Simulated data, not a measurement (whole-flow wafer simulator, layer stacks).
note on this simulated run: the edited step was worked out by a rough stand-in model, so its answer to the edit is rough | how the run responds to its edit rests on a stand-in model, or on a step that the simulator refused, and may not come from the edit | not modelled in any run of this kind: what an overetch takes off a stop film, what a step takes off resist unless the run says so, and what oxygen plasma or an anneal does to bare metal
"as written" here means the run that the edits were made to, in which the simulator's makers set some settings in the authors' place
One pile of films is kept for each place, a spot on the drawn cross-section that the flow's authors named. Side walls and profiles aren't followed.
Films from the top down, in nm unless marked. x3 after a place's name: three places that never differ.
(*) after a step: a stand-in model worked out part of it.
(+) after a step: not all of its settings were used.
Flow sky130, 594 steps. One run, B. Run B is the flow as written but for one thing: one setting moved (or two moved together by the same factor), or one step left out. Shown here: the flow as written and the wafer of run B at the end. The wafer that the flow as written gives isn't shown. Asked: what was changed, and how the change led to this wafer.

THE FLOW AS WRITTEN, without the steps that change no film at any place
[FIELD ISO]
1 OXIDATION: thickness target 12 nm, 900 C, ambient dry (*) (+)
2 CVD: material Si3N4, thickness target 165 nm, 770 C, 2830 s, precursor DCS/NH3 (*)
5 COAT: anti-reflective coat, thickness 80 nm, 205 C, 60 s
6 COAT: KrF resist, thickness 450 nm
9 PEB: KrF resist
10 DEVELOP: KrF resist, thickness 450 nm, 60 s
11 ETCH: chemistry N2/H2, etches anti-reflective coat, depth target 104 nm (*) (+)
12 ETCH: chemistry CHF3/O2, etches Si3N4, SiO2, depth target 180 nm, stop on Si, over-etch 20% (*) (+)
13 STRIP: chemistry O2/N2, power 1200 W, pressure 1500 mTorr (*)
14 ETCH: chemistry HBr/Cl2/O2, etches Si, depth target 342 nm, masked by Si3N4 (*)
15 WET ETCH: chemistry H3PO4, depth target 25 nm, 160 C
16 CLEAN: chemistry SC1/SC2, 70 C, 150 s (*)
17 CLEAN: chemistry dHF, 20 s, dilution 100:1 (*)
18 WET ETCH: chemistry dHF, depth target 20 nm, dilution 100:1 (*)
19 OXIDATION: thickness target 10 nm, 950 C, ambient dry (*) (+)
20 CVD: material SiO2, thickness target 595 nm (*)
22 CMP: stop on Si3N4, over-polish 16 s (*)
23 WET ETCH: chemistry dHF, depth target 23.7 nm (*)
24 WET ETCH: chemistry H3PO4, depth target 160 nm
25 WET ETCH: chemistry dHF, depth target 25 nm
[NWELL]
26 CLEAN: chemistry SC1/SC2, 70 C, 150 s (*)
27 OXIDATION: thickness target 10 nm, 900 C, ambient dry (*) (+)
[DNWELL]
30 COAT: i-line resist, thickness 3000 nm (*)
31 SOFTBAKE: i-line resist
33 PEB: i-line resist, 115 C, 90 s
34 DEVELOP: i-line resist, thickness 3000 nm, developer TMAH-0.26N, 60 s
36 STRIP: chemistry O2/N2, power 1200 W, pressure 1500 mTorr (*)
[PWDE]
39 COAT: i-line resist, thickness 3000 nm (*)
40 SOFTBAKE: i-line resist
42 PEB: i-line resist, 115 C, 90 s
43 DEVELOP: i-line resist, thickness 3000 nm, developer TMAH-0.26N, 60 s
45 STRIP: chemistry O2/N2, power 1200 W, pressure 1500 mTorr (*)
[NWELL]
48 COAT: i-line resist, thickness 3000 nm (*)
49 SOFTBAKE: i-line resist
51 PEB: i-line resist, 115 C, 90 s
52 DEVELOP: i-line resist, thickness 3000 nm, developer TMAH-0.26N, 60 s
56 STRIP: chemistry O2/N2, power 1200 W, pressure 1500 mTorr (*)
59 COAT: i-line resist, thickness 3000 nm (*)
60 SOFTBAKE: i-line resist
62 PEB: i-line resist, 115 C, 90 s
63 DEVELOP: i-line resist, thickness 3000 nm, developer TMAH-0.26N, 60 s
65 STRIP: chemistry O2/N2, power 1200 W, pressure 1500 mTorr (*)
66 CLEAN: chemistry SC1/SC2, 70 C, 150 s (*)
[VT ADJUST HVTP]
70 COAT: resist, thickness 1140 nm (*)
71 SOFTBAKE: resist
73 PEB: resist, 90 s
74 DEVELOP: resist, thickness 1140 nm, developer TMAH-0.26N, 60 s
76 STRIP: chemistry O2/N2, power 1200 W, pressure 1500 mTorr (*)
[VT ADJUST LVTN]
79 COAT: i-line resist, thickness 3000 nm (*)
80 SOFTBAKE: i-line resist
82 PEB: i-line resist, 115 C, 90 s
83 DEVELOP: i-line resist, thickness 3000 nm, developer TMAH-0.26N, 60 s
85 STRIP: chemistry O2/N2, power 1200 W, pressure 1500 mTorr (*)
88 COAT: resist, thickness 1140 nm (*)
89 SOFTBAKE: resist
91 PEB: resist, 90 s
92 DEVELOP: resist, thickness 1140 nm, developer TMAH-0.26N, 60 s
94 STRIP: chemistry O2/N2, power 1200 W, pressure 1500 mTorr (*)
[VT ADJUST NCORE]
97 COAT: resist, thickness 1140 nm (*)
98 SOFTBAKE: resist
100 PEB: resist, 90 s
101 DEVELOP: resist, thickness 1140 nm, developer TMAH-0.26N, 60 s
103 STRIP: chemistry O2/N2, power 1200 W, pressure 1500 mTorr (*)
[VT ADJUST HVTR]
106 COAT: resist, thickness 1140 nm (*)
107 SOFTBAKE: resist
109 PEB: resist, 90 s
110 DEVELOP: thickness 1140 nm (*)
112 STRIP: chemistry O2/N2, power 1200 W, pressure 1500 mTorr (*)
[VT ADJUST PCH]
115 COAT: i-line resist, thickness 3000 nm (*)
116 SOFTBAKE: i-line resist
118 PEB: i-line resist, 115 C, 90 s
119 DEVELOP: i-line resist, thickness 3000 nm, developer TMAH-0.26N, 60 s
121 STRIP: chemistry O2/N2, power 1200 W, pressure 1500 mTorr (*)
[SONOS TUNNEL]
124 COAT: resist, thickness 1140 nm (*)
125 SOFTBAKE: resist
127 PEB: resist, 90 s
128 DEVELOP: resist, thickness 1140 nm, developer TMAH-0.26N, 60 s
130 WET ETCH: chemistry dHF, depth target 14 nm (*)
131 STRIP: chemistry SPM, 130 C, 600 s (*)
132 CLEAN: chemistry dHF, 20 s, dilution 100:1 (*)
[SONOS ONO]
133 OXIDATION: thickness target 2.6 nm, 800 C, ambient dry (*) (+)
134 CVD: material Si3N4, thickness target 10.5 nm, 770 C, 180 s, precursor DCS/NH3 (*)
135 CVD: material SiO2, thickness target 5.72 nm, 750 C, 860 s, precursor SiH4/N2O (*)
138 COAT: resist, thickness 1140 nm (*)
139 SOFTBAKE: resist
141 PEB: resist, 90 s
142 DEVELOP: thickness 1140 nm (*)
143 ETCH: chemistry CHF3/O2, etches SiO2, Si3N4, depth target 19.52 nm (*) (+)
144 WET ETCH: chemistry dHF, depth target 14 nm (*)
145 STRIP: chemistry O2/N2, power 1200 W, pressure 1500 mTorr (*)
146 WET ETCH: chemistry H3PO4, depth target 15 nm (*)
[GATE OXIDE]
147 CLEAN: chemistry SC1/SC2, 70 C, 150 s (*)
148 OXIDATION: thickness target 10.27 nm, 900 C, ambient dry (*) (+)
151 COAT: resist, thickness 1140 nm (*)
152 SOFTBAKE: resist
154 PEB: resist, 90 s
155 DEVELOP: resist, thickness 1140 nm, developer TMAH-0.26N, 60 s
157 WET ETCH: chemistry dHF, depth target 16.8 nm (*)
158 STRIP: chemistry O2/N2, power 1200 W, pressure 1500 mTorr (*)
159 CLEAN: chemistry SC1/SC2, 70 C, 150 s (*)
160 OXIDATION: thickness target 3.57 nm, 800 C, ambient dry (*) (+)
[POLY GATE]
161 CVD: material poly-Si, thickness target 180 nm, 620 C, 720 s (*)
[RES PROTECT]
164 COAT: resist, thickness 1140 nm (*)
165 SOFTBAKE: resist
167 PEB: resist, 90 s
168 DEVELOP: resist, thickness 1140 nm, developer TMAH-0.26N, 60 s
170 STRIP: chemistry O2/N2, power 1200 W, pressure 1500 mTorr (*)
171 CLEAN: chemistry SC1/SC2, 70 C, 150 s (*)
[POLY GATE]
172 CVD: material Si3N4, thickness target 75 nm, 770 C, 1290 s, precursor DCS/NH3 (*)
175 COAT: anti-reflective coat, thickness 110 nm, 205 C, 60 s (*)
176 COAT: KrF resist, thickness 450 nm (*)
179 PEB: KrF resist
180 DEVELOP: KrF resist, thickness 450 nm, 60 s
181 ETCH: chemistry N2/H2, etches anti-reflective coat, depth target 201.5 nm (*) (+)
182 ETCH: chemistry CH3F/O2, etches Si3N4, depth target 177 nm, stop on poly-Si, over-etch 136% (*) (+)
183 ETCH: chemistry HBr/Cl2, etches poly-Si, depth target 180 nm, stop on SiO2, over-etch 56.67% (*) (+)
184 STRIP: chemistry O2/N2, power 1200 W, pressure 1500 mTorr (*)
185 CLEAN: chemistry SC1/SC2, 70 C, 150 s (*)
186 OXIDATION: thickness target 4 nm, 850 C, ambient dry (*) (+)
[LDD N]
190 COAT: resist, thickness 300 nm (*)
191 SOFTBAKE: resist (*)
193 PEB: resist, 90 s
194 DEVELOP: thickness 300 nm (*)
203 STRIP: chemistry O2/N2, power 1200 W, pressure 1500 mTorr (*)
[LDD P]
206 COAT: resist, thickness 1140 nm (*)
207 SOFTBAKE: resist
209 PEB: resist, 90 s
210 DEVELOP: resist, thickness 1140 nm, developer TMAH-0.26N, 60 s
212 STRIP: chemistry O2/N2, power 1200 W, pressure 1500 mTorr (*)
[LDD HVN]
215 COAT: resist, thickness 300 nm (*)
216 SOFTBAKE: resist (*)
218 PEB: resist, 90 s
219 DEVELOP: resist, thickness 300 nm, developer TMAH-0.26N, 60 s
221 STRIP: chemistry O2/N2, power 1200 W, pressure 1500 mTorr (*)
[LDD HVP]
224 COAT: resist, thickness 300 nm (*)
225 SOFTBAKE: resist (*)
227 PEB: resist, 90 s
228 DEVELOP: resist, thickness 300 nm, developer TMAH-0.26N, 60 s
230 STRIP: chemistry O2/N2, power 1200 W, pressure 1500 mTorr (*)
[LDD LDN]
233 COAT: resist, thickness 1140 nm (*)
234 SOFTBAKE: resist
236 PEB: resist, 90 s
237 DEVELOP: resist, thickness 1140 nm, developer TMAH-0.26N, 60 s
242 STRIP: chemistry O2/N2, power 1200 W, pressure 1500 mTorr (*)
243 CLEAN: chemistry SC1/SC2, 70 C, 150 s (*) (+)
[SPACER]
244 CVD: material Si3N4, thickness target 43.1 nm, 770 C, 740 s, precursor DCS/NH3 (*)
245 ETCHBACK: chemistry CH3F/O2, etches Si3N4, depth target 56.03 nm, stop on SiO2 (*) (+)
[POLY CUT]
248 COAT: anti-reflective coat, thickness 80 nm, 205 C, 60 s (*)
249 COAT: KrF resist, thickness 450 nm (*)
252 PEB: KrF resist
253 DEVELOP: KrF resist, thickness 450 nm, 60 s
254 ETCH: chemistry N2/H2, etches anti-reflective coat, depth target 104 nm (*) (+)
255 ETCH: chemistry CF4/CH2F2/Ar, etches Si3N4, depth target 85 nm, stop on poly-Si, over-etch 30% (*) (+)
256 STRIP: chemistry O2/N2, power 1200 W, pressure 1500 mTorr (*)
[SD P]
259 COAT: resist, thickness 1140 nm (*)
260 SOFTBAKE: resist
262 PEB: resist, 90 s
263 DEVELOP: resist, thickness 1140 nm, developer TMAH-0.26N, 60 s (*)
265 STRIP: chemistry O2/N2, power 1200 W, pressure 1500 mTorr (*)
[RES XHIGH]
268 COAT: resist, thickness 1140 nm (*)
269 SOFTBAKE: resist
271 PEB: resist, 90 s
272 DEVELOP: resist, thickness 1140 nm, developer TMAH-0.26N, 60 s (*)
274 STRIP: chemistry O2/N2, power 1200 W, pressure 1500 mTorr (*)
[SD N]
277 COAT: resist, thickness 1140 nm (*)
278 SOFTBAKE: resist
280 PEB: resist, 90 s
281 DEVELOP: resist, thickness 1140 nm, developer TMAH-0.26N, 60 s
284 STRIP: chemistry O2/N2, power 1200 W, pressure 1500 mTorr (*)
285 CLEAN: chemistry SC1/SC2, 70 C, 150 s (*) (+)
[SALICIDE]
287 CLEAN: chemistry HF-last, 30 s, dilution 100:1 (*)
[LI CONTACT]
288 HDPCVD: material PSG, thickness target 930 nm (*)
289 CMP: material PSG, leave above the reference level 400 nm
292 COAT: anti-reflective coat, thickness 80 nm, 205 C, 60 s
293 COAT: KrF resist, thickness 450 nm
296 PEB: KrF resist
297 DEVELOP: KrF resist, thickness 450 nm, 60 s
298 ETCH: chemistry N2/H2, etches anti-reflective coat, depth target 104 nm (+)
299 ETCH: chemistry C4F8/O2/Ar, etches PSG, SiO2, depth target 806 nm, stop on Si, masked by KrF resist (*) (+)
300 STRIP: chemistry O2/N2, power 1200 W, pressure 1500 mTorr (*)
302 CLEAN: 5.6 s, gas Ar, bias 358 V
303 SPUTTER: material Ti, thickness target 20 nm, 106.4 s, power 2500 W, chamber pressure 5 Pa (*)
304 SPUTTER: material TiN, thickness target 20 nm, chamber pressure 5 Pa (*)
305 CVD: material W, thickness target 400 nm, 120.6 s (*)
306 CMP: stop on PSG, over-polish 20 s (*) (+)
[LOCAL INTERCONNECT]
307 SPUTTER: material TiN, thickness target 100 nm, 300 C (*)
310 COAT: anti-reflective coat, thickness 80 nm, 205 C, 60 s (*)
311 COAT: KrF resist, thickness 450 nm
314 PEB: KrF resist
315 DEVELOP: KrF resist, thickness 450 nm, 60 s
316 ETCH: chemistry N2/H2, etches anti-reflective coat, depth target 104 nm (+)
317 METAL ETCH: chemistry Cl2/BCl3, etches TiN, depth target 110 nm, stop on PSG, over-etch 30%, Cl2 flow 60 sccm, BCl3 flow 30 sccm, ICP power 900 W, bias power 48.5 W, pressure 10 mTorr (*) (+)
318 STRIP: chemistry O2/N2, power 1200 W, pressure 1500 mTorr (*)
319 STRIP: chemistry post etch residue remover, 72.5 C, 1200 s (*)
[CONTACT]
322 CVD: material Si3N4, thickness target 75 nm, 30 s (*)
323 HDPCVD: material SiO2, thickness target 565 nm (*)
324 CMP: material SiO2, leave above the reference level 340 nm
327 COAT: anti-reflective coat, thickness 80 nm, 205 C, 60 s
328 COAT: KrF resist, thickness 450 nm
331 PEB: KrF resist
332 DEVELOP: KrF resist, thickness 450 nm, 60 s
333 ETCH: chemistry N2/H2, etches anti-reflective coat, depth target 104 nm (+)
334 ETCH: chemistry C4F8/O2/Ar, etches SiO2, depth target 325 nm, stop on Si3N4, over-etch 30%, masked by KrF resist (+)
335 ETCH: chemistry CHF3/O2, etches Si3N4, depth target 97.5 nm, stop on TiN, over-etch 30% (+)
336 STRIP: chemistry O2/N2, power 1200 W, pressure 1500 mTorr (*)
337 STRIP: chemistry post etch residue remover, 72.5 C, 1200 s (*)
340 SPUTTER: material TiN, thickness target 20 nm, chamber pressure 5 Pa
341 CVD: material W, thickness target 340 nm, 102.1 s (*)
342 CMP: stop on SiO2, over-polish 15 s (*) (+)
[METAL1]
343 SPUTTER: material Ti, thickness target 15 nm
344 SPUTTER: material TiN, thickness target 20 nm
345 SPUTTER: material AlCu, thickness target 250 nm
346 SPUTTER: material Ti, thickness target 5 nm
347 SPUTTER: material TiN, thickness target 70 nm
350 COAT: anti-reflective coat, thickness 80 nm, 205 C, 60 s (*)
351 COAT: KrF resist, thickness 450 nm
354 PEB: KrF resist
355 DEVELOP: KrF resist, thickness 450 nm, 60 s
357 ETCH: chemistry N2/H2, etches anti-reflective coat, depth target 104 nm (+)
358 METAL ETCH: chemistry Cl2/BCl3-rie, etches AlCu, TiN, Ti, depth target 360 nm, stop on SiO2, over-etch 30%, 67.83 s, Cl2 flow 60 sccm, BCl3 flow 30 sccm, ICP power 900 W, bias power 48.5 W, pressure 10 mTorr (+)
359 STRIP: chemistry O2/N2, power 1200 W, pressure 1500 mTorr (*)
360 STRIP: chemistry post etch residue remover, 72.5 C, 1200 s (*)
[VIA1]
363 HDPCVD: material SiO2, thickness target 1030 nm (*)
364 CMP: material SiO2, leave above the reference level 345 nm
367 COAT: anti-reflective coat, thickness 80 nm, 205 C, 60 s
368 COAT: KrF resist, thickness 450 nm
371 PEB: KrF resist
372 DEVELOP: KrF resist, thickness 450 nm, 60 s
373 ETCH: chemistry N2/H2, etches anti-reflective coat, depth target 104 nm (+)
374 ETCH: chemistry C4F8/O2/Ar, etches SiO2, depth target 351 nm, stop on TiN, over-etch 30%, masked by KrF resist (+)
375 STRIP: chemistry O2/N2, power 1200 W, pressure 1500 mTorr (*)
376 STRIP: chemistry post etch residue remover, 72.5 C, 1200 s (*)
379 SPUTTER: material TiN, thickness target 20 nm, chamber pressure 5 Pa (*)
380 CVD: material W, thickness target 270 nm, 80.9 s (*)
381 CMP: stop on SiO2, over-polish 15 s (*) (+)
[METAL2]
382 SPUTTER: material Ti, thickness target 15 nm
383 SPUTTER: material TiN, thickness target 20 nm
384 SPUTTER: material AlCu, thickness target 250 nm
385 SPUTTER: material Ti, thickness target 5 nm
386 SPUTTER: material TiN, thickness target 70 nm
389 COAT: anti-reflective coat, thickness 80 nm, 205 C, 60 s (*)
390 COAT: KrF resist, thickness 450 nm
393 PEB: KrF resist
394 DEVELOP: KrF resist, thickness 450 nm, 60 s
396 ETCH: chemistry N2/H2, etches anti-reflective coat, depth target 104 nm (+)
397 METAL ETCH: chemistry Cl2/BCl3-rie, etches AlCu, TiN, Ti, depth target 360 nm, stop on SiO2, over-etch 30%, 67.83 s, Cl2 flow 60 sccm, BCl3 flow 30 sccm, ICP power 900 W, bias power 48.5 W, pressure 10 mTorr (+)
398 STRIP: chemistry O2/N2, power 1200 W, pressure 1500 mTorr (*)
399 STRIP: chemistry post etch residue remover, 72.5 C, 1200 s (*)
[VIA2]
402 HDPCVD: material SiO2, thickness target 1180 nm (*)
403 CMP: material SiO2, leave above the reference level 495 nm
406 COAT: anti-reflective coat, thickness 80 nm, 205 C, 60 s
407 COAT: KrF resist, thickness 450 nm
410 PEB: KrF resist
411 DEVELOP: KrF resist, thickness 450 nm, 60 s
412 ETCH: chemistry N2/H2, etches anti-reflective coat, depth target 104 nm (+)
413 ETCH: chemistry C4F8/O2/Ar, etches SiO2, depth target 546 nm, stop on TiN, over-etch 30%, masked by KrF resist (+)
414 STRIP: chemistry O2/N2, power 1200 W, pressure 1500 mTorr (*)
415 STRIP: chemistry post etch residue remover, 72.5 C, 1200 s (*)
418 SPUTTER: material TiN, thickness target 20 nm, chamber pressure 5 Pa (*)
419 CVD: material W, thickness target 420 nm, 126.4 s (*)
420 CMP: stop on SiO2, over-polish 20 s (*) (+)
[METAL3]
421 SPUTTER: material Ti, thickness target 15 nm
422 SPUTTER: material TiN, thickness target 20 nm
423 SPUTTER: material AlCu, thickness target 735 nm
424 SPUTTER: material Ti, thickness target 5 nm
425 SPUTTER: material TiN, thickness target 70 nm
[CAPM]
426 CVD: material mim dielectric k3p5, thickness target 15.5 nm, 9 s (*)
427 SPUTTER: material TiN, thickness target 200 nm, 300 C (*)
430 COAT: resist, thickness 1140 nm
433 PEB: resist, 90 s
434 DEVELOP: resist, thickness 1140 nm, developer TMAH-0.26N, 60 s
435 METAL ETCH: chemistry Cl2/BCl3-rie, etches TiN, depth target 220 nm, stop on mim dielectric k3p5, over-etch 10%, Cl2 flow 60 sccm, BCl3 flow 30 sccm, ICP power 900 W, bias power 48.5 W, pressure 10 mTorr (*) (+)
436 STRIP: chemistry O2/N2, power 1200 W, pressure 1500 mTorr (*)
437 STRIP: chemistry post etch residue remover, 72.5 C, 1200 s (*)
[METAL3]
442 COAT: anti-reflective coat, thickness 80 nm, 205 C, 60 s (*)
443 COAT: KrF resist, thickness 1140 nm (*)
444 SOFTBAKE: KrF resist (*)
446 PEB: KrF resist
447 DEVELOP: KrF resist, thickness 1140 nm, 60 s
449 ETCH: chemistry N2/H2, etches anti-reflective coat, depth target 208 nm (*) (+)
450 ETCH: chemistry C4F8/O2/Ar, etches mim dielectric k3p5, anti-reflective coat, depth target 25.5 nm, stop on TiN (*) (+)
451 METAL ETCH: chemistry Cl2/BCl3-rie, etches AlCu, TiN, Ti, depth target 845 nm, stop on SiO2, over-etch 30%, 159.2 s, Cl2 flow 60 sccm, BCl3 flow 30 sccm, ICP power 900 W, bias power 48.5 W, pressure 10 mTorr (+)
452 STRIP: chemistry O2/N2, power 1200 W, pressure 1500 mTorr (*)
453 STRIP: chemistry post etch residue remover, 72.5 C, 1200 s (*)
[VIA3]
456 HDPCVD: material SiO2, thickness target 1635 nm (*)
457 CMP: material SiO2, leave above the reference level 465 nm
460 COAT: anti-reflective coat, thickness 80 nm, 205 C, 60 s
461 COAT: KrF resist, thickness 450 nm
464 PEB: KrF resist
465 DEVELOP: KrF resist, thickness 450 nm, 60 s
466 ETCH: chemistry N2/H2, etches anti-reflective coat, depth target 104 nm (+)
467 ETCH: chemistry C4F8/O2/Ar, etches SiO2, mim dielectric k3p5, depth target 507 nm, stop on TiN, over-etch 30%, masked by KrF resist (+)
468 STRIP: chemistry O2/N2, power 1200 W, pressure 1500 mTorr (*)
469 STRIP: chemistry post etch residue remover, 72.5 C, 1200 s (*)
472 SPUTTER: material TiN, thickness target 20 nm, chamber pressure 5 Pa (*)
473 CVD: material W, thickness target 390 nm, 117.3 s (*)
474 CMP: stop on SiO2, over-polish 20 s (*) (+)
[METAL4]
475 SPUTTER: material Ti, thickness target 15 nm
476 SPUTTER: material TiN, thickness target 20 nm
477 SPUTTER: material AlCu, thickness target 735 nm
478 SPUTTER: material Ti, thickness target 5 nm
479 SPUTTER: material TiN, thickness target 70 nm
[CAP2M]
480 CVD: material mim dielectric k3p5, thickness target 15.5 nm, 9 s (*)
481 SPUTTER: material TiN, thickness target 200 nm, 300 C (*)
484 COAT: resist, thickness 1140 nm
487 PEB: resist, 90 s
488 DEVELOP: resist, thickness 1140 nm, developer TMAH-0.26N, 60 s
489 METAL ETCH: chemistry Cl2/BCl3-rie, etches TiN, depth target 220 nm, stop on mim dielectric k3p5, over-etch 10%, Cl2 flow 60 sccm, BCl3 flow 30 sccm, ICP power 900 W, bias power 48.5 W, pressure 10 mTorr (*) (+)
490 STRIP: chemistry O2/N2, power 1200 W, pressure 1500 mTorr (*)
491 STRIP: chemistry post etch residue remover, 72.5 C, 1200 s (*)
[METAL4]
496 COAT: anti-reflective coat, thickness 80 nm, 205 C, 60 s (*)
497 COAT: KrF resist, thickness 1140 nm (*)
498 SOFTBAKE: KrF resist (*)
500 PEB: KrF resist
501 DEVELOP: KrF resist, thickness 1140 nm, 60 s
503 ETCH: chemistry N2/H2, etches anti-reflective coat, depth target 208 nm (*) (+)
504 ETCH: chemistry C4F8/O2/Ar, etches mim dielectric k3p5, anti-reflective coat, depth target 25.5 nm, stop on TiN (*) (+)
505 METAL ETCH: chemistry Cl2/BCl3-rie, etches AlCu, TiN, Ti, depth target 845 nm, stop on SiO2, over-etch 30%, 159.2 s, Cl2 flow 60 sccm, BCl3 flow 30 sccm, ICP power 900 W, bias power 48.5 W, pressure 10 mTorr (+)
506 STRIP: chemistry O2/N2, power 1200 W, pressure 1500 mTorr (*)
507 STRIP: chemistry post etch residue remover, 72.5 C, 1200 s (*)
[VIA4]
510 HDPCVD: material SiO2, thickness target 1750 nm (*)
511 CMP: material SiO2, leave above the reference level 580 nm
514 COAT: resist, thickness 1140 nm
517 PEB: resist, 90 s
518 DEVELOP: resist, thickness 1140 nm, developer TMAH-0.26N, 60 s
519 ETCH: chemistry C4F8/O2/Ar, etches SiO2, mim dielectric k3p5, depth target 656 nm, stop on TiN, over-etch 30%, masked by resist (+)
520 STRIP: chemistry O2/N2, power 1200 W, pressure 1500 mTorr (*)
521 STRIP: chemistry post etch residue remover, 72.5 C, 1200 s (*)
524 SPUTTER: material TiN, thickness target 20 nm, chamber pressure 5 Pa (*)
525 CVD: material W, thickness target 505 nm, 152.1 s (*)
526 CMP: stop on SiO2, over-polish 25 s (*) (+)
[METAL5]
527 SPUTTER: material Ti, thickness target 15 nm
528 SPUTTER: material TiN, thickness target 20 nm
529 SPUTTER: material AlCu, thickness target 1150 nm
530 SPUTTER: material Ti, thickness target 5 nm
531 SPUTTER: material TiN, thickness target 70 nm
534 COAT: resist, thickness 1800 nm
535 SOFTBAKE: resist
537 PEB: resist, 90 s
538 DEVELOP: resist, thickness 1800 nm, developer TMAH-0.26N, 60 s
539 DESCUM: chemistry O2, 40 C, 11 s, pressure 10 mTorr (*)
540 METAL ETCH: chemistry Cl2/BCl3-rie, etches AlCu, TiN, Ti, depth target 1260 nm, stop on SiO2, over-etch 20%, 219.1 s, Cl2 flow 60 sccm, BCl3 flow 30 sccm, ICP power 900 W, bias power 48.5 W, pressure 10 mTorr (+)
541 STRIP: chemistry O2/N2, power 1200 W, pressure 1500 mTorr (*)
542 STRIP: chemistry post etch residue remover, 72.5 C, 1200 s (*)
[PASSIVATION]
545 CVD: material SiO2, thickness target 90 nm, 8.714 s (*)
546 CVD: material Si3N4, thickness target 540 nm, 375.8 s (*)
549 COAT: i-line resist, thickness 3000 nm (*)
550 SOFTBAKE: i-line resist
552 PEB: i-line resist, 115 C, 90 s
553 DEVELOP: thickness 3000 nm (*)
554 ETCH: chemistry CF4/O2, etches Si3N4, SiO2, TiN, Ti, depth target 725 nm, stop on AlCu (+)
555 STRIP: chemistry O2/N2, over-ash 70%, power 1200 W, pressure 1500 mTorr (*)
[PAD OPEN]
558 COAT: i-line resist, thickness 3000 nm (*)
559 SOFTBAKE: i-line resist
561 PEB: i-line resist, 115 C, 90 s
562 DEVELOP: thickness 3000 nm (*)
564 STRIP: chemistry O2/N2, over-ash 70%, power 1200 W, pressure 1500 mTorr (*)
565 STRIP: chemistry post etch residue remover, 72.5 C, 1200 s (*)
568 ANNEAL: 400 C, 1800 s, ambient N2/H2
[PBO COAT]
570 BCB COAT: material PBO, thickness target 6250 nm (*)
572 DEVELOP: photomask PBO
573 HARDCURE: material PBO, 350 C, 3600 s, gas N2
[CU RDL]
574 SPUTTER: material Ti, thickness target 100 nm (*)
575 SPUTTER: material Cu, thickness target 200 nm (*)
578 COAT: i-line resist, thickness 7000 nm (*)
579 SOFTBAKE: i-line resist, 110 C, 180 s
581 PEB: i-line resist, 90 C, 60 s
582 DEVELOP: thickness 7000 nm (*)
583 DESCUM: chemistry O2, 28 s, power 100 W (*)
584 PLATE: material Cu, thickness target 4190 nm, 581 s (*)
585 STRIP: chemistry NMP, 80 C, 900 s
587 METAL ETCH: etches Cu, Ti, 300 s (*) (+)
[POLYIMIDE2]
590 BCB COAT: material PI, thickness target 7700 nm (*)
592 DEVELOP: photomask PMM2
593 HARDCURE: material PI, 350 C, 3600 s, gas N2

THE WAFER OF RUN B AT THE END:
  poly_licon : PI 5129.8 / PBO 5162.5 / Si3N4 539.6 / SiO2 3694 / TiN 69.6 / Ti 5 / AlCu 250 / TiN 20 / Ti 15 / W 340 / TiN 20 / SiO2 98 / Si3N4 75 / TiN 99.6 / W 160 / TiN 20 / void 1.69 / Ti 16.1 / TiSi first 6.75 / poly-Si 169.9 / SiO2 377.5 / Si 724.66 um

The cause: step 305, CVD: thickness target 160 nm was run, where the flow has thickness target 400 nm.

How the change led to this, step by step:
  305 CVD: material W, thickness target 400 nm, 120.6 s (*)
      field, active, n_well and 185 more: W +160 (new film) (as written it would be: W +400 (new film))
      ndiff_licon: W +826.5 (new film) (as written it would be: W +1066.5 (new film))
      (and at 2 more places)
  306 CMP: stop on PSG, over-polish 20 s (*) (+)
      poly_licon: nothing (as written it would be: W -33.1)
      field, active, n_well and 184 more: W -160 (all of it), TiN -20 (all of it), Ti -20 (all of it), PSG -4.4 (as written it would be: W -400 (all of it), TiN -20 (all of it), Ti -20 (all of it), PSG -4.4)
      (and at 3 more places)
  310 COAT: anti-reflective coat, thickness 80 nm, 205 C, 60 s (*)
      poly_licon: anti-reflective coat +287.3 (new film) (as written it would be: anti-reflective coat +80.4 (new film))
  318 STRIP: chemistry O2/N2, power 1200 W, pressure 1500 mTorr (*)
      poly_licon: KrF resist -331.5 (all of it), anti-reflective coat -287.3 (all of it) (as written it would be: KrF resist -331.5 (all of it), anti-reflective coat -80.4 (all of it))
  324 CMP: material SiO2, leave above the reference level 340 nm
      poly_licon: SiO2 -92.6 (as written it would be: SiO2 -299.5)
  334 ETCH: chemistry C4F8/O2/Ar, etches SiO2, depth target 325 nm, stop on Si3N4, over-etch 30%, masked by KrF resist (+)
      poly_licon: SiO2 -325 (as written it would be: SiO2 -264.9 (all of it))
  335 ETCH: chemistry CHF3/O2, etches Si3N4, depth target 97.5 nm, stop on TiN, over-etch 30% (+)
      poly_licon: SiO2 -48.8 (as written it would be: Si3N4 -75 (all of it))
  340 SPUTTER: material TiN, thickness target 20 nm, chamber pressure 5 Pa
      poly_licon: TiN +20 (new film) (as written it would be: TiN +20)
  342 CMP: stop on SiO2, over-polish 15 s (*) (+)
      poly_licon: nothing (as written it would be: W -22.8)
  350 COAT: anti-reflective coat, thickness 80 nm, 205 C, 60 s (*)
      poly_licon: anti-reflective coat +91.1 (new film) (as written it would be: anti-reflective coat +80.4 (new film))
  359 STRIP: chemistry O2/N2, power 1200 W, pressure 1500 mTorr (*)
      poly_licon: KrF resist -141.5 (all of it), anti-reflective coat -91.1 (all of it) (as written it would be: KrF resist -141.5 (all of it), anti-reflective coat -80.4 (all of it))
Counting metal films that touch as one body, poly_licon has 3 bodies (between them, from the top down: SiO2 98 / Si3N4 75; void 1.69); the flow as written gives 2 bodies (between them, from the top down: void 1.69).
